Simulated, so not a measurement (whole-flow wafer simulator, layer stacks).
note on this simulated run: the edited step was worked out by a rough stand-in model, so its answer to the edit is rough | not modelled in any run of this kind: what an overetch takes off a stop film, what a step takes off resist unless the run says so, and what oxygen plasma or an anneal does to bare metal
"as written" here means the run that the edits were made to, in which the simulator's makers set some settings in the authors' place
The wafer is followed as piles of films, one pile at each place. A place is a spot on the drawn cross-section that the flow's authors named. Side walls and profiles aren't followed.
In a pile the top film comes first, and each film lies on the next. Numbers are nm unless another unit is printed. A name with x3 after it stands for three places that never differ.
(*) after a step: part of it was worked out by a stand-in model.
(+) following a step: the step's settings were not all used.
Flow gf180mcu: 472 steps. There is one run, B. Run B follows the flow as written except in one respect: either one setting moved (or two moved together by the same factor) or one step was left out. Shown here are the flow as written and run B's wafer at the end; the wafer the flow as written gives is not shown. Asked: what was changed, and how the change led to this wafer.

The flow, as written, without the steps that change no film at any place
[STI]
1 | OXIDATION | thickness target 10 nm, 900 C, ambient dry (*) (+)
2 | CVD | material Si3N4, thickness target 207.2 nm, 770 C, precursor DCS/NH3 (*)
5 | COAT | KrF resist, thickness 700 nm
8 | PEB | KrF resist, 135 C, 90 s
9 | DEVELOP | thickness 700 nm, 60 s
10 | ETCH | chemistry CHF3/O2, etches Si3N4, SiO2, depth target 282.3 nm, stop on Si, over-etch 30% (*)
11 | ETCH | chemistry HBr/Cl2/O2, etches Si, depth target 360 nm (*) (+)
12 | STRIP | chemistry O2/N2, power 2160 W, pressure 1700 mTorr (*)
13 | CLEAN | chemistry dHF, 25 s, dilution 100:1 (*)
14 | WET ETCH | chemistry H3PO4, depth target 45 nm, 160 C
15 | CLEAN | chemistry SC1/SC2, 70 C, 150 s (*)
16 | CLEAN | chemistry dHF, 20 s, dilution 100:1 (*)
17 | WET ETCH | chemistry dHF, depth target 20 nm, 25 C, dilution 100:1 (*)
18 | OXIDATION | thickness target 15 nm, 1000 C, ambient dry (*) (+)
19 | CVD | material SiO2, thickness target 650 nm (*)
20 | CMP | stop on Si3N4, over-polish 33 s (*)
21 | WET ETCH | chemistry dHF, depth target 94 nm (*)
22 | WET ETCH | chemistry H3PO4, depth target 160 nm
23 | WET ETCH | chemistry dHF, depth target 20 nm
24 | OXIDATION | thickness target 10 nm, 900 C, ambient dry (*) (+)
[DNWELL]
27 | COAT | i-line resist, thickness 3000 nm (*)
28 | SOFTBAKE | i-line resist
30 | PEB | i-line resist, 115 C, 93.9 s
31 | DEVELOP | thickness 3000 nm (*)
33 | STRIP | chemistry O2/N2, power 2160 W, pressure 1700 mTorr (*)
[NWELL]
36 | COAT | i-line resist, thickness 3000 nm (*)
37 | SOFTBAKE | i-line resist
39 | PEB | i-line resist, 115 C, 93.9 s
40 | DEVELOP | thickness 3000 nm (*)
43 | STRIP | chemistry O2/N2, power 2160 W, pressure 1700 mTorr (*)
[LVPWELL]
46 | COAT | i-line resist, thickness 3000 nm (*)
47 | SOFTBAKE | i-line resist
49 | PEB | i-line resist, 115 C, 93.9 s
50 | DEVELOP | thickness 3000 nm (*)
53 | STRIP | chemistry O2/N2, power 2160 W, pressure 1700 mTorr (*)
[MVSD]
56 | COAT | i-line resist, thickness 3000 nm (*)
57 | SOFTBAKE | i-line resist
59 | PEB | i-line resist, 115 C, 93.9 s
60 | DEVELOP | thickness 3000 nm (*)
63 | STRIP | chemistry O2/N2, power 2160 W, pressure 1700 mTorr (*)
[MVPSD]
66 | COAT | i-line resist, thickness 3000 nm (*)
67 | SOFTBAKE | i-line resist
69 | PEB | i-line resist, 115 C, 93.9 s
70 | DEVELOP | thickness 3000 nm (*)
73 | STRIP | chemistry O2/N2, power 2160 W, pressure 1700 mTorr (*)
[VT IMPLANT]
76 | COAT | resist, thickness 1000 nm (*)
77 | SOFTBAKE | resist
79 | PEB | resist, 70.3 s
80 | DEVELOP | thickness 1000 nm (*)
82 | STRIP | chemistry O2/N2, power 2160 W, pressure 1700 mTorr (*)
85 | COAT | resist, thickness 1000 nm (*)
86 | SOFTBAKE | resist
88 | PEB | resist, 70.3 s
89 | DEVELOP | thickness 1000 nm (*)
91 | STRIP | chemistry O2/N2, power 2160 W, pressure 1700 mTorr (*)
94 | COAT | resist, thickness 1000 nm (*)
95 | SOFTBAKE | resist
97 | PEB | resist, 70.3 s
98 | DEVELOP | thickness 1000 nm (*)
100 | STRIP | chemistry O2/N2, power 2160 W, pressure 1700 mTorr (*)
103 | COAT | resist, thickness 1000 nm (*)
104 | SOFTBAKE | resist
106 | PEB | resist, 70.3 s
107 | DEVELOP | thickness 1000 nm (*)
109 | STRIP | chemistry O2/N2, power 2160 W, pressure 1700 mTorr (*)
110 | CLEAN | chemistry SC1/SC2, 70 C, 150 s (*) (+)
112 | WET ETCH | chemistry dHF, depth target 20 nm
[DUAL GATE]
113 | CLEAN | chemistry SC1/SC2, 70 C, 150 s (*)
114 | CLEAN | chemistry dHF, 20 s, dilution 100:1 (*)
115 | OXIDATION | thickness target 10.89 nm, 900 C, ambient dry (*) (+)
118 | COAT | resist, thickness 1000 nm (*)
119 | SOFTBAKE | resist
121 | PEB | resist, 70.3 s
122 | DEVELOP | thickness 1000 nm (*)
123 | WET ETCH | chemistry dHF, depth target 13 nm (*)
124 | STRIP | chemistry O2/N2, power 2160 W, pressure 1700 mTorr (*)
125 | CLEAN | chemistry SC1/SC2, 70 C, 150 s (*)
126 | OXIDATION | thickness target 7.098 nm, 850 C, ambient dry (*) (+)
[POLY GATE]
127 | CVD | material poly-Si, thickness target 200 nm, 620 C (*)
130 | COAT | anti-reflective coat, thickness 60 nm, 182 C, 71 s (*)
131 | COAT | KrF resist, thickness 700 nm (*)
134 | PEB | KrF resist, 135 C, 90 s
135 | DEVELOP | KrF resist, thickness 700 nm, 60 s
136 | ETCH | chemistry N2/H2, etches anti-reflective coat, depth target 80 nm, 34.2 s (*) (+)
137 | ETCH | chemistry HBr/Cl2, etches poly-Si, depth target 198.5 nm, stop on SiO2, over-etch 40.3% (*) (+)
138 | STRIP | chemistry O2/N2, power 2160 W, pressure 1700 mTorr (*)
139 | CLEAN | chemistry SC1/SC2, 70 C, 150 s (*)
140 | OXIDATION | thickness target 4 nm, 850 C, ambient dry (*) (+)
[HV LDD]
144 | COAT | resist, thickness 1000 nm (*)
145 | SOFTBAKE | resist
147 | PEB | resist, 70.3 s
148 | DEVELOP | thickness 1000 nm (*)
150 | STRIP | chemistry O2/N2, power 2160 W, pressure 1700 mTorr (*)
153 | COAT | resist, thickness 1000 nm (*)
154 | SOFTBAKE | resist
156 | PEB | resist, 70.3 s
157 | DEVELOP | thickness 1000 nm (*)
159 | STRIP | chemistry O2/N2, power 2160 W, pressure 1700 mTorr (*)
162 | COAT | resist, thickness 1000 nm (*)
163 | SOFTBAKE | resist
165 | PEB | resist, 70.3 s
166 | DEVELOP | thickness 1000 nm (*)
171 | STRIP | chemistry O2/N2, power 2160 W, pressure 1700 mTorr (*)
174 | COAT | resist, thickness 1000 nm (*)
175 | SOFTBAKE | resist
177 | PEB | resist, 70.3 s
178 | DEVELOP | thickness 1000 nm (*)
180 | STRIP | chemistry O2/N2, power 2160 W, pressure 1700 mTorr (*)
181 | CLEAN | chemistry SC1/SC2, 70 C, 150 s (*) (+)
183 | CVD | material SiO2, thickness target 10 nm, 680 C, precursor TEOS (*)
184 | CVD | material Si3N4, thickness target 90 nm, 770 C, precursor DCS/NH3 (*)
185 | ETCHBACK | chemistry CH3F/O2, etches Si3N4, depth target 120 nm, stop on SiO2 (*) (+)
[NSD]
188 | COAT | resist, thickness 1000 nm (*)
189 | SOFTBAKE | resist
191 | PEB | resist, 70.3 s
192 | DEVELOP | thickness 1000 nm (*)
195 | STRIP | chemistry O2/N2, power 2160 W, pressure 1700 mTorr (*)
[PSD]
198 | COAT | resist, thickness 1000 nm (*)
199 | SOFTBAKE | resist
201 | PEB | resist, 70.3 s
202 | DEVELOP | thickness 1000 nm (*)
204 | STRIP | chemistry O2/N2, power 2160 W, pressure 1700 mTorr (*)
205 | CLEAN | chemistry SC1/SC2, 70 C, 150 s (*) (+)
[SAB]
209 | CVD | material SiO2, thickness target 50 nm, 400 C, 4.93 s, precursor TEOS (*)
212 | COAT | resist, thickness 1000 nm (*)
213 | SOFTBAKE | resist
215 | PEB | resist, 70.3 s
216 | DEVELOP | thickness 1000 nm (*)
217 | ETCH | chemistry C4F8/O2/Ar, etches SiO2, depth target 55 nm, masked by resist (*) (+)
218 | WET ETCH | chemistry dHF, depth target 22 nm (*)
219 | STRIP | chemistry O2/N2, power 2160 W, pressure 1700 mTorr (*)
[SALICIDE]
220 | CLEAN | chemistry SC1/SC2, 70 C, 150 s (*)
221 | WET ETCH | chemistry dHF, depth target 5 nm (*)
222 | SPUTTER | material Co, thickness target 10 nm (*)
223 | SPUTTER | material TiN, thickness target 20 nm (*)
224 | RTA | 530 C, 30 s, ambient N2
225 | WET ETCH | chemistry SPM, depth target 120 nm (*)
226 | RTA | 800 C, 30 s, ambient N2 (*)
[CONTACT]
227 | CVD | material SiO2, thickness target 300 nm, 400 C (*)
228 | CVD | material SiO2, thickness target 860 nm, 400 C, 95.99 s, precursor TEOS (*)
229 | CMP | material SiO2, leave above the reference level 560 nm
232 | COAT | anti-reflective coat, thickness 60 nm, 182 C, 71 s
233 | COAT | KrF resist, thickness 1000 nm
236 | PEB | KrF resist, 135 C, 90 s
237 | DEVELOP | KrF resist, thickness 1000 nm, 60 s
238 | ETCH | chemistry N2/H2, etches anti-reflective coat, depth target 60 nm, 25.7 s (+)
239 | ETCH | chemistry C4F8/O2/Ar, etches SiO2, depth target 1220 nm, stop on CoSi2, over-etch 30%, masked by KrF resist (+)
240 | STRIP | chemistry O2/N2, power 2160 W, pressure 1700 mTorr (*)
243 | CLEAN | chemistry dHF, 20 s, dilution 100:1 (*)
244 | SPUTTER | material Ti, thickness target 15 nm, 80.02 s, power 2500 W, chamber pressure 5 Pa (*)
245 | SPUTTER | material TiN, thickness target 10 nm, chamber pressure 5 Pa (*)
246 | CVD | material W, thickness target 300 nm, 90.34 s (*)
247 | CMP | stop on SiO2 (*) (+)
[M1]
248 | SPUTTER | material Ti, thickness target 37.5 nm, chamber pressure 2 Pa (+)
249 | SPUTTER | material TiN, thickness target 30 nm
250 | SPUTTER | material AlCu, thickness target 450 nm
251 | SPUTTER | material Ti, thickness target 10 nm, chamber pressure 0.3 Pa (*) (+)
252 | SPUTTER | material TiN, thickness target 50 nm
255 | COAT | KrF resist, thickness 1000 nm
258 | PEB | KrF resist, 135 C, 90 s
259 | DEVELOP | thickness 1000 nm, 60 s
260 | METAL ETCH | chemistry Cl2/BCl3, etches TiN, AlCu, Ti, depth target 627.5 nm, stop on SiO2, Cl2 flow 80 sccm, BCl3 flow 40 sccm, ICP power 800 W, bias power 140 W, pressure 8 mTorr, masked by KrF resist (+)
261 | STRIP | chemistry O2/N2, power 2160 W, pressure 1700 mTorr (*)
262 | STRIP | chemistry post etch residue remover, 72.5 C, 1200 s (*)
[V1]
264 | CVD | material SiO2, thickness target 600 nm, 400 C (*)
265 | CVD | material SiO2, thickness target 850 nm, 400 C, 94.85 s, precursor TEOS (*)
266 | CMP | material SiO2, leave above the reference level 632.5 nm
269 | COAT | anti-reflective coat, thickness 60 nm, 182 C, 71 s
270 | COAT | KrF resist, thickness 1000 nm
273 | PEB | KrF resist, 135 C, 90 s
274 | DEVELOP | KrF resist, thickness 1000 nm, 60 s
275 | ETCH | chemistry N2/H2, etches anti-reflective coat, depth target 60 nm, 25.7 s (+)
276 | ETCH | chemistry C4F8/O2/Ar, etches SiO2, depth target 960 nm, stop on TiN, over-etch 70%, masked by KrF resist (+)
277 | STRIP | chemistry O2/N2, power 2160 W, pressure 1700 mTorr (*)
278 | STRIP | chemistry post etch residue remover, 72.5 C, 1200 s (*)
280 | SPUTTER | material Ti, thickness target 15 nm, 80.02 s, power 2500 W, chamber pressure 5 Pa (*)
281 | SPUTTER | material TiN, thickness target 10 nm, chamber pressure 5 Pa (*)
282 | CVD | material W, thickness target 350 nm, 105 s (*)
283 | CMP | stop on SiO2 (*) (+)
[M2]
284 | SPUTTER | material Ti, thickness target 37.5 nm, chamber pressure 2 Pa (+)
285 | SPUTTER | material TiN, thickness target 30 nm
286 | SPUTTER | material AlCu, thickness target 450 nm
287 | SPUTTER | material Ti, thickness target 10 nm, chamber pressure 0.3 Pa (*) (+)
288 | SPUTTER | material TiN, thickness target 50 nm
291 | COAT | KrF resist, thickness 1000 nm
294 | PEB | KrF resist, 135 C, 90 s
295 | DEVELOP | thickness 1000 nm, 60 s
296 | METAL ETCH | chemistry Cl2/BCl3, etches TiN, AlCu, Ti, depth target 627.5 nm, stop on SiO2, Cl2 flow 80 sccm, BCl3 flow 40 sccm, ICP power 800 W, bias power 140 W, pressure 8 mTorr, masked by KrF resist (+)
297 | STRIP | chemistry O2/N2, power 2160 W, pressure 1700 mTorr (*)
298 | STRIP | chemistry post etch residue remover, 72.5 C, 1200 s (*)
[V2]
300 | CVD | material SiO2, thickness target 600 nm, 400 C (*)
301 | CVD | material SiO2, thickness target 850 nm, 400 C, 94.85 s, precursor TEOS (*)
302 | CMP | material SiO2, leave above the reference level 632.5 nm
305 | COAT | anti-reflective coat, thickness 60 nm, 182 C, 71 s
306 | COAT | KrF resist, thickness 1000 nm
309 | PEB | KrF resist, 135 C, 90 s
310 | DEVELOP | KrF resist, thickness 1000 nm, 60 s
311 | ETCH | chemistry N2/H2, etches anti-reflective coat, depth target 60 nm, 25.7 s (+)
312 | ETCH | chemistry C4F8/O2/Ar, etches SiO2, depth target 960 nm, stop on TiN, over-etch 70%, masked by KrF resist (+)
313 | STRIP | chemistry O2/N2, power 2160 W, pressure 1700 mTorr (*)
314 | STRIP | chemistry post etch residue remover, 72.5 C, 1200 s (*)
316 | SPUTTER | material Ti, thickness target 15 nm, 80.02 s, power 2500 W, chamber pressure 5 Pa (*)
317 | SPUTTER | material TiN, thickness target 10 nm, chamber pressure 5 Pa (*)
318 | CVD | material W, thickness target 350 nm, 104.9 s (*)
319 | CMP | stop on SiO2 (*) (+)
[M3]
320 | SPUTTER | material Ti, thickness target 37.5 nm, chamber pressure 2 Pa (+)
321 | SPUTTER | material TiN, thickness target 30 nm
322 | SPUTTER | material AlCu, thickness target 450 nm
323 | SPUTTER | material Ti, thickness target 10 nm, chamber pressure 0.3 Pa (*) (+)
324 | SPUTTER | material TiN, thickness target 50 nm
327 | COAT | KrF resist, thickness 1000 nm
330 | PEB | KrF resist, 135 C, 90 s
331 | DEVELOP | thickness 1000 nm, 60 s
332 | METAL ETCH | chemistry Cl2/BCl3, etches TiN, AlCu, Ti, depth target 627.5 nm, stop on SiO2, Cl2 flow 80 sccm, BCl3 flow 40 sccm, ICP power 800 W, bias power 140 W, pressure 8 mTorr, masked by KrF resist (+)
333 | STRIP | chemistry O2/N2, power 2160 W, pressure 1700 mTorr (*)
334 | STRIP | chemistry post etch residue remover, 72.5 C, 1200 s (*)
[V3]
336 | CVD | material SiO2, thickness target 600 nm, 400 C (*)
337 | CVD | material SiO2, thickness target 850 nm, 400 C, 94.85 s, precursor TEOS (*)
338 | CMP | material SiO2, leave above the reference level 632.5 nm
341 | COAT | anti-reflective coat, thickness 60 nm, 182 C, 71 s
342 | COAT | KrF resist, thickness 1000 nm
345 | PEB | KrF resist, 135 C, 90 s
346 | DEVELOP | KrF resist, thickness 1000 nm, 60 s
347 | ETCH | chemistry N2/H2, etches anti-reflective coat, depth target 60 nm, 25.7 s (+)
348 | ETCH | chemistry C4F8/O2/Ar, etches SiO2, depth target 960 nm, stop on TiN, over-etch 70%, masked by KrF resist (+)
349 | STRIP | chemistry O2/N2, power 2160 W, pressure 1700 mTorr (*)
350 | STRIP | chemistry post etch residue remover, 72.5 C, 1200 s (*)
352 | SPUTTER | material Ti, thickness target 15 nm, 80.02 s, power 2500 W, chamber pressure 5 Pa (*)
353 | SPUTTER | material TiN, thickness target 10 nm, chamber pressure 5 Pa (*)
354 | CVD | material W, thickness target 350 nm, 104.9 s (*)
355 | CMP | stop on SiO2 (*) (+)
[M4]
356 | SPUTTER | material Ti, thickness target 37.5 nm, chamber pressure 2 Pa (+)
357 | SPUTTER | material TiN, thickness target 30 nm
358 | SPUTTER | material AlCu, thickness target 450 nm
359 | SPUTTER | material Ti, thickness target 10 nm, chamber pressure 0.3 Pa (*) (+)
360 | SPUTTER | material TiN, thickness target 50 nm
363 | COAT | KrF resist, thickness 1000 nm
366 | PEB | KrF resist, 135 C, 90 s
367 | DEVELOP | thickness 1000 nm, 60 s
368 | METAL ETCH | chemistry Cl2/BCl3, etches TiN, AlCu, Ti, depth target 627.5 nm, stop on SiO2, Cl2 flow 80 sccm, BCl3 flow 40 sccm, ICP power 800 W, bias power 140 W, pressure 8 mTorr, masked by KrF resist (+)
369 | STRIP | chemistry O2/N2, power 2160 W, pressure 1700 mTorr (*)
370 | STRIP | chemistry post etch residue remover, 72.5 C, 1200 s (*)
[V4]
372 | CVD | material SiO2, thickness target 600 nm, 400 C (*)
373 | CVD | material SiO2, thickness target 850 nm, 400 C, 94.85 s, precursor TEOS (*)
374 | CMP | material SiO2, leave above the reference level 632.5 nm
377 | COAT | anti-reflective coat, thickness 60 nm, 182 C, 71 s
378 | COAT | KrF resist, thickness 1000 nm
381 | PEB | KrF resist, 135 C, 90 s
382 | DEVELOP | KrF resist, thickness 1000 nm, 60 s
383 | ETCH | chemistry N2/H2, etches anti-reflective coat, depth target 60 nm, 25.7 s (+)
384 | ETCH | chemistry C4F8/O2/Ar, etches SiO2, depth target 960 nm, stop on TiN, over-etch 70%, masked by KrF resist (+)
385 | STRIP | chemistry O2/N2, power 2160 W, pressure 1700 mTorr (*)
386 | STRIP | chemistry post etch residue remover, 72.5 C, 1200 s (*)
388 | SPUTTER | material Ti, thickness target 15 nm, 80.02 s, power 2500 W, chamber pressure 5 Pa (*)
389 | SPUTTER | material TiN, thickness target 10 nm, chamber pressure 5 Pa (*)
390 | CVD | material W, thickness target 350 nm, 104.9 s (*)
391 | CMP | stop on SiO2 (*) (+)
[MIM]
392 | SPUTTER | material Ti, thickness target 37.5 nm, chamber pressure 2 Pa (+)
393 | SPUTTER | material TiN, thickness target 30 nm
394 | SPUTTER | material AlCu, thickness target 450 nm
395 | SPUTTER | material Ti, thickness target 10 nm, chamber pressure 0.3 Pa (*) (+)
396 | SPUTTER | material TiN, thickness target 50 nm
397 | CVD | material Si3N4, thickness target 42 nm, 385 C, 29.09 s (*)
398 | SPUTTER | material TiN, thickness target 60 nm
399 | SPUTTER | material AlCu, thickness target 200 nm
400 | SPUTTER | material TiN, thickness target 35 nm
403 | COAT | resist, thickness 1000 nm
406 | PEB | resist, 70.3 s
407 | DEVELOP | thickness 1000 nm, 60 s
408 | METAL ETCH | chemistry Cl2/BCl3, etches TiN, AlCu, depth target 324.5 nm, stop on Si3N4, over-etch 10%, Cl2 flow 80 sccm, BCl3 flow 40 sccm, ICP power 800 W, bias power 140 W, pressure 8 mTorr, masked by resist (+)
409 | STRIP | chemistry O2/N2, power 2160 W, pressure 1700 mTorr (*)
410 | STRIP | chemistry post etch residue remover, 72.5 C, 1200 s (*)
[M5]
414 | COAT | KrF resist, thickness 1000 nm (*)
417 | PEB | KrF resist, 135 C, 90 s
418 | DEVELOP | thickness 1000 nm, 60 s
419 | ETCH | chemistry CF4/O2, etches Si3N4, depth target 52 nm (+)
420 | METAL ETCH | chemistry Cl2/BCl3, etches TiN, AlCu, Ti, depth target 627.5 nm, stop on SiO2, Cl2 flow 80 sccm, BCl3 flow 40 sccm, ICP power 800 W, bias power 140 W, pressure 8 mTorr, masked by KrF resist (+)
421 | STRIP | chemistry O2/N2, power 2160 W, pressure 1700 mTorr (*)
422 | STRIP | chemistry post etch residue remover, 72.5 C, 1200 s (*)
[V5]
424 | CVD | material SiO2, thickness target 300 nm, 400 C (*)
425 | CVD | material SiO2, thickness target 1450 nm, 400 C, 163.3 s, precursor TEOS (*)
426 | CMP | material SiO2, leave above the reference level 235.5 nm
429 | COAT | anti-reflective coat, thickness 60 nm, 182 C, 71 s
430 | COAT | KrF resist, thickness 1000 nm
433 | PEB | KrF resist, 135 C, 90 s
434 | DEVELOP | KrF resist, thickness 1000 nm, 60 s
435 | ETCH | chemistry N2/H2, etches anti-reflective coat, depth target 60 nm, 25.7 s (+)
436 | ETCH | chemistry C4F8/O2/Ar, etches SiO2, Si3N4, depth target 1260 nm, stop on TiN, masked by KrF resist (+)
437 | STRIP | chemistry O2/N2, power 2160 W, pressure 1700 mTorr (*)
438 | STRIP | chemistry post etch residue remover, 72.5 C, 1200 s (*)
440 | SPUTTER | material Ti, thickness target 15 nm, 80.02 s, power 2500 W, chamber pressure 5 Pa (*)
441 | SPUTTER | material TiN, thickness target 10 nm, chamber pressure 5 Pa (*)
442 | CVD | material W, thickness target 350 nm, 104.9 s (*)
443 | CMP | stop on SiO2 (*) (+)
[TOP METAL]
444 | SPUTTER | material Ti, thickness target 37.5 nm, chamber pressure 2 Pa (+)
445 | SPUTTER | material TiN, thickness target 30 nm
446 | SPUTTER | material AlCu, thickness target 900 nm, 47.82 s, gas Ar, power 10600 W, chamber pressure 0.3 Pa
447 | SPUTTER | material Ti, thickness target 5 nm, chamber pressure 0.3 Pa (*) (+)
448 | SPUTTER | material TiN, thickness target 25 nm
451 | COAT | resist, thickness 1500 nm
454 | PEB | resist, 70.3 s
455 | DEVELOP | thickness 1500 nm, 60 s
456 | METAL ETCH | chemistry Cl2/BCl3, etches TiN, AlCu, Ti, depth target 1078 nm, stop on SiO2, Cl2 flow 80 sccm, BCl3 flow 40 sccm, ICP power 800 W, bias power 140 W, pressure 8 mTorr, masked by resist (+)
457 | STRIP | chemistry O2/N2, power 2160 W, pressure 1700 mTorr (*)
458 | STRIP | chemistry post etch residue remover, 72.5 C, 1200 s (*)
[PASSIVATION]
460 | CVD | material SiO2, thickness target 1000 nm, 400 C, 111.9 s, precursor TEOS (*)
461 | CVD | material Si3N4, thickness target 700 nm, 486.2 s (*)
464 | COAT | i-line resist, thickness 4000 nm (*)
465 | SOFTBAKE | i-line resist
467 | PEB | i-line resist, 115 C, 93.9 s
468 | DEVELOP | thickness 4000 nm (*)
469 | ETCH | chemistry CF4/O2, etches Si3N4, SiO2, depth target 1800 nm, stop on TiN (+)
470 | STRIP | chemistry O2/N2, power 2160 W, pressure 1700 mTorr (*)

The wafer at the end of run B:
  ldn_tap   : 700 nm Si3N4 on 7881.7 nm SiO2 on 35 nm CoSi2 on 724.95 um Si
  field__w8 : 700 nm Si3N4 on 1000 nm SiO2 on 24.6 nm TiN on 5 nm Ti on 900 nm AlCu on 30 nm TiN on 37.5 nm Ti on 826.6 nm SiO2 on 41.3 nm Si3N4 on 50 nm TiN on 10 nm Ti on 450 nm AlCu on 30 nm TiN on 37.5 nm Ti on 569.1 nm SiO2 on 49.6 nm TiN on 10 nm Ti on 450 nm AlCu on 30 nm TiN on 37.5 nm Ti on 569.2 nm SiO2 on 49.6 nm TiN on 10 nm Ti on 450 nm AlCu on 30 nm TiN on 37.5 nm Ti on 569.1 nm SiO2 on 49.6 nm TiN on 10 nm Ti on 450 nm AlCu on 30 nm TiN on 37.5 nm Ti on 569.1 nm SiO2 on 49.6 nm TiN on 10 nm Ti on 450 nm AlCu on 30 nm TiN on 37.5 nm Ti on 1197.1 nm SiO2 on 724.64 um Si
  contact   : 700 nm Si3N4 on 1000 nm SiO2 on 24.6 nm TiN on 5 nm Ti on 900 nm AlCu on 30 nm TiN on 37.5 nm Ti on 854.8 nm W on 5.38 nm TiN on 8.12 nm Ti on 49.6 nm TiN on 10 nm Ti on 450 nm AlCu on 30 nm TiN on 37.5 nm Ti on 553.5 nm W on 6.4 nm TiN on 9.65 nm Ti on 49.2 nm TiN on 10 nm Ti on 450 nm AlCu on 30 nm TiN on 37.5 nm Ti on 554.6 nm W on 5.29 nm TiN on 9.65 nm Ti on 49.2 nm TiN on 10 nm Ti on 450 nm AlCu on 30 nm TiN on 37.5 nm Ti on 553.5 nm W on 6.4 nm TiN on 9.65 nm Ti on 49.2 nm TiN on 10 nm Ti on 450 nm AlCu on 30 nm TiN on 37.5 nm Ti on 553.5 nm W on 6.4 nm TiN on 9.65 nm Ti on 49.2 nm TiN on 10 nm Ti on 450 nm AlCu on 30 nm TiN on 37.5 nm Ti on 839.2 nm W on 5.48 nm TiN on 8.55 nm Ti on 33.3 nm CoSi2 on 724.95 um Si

The reason: step 353, SPUTTER: thickness target 8.25 nm was run, though the flow has thickness target 10 nm.

Step by step, how the change led to this:
  353 | SPUTTER | material TiN, thickness target 10 nm, chamber pressure 5 Pa (*)
      field, field__w1, field__w2 and 107 more: +8.25 TiN (new film) (it would be, as written: +10 TiN (new film))
      contact: +5.29 TiN (new film) (it would be, as written: +6.4 TiN (new film))
  355 | CMP | stop on SiO2 (*) (+)
      field, field__w1, field__w2 and 107 more: -350 W (all of it), -8.25 TiN (all of it), -15 Ti (all of it), -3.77 SiO2 (it would be, as written: -350 W (all of it), -10 TiN (all of it), -15 Ti (all of it), -3.78 SiO2)
